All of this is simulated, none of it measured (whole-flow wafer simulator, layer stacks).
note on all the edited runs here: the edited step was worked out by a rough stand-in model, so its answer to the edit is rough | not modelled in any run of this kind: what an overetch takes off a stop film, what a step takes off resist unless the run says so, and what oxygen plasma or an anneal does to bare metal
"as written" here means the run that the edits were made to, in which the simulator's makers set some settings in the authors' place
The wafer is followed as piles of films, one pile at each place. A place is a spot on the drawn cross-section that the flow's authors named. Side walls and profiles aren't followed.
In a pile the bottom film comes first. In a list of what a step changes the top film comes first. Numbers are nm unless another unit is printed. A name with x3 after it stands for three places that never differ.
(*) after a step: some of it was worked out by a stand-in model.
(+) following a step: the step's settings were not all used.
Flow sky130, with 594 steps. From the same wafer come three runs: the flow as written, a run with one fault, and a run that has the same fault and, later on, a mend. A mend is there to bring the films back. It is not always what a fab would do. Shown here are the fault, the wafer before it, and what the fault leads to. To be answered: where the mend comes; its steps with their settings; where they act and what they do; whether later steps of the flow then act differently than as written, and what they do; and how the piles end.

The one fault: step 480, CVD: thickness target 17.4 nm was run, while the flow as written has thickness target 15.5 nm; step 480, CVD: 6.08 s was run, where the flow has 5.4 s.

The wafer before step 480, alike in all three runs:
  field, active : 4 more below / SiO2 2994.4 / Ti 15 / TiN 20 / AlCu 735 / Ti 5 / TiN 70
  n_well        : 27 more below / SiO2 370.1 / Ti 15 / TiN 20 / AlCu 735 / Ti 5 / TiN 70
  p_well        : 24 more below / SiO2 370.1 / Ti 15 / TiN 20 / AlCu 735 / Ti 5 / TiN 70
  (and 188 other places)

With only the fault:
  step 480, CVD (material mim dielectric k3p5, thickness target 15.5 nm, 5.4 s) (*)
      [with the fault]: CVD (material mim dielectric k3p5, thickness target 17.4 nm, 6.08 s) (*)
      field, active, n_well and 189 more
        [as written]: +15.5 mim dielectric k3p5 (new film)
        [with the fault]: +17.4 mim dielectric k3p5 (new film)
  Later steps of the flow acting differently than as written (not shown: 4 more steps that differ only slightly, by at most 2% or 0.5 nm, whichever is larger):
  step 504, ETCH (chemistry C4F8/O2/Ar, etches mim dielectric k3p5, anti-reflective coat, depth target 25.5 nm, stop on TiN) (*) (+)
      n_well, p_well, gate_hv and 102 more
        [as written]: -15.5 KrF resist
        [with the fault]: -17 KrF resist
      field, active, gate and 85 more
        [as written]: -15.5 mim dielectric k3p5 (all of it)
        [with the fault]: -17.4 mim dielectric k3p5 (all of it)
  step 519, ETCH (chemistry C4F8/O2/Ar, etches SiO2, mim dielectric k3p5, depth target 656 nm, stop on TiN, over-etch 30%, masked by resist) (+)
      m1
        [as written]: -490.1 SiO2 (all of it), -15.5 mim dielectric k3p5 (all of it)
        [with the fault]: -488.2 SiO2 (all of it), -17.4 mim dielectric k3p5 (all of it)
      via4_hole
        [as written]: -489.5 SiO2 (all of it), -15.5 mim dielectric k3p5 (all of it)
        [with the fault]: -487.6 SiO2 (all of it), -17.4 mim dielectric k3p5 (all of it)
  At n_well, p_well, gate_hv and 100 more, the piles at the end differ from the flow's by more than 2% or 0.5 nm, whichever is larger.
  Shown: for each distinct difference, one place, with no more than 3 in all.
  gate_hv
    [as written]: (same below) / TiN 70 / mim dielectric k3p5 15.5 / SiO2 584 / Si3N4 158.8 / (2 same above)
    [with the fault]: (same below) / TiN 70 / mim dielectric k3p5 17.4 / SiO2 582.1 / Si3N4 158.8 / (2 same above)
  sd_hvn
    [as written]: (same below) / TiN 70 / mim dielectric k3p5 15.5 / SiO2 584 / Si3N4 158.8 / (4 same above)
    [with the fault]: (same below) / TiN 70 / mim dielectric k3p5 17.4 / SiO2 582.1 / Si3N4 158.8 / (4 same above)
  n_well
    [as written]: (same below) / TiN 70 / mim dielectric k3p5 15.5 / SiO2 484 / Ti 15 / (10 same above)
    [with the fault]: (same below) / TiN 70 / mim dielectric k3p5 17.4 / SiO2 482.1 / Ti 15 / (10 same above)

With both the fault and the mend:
  The mend follows step 480.
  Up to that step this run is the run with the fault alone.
  step 480a, ETCH (chemistry C4F8/O2/Ar, etches mim dielectric k3p5, anti-reflective coat, depth target 1.9 nm) (*) (the flow's step 450, run once more with other settings)
      field, active, n_well and 189 more
        -1.9 mim dielectric k3p5
  Every later step of the flow that is run acts as written at every place that is followed.
  The piles end the same as the flow's at every place that both follow.
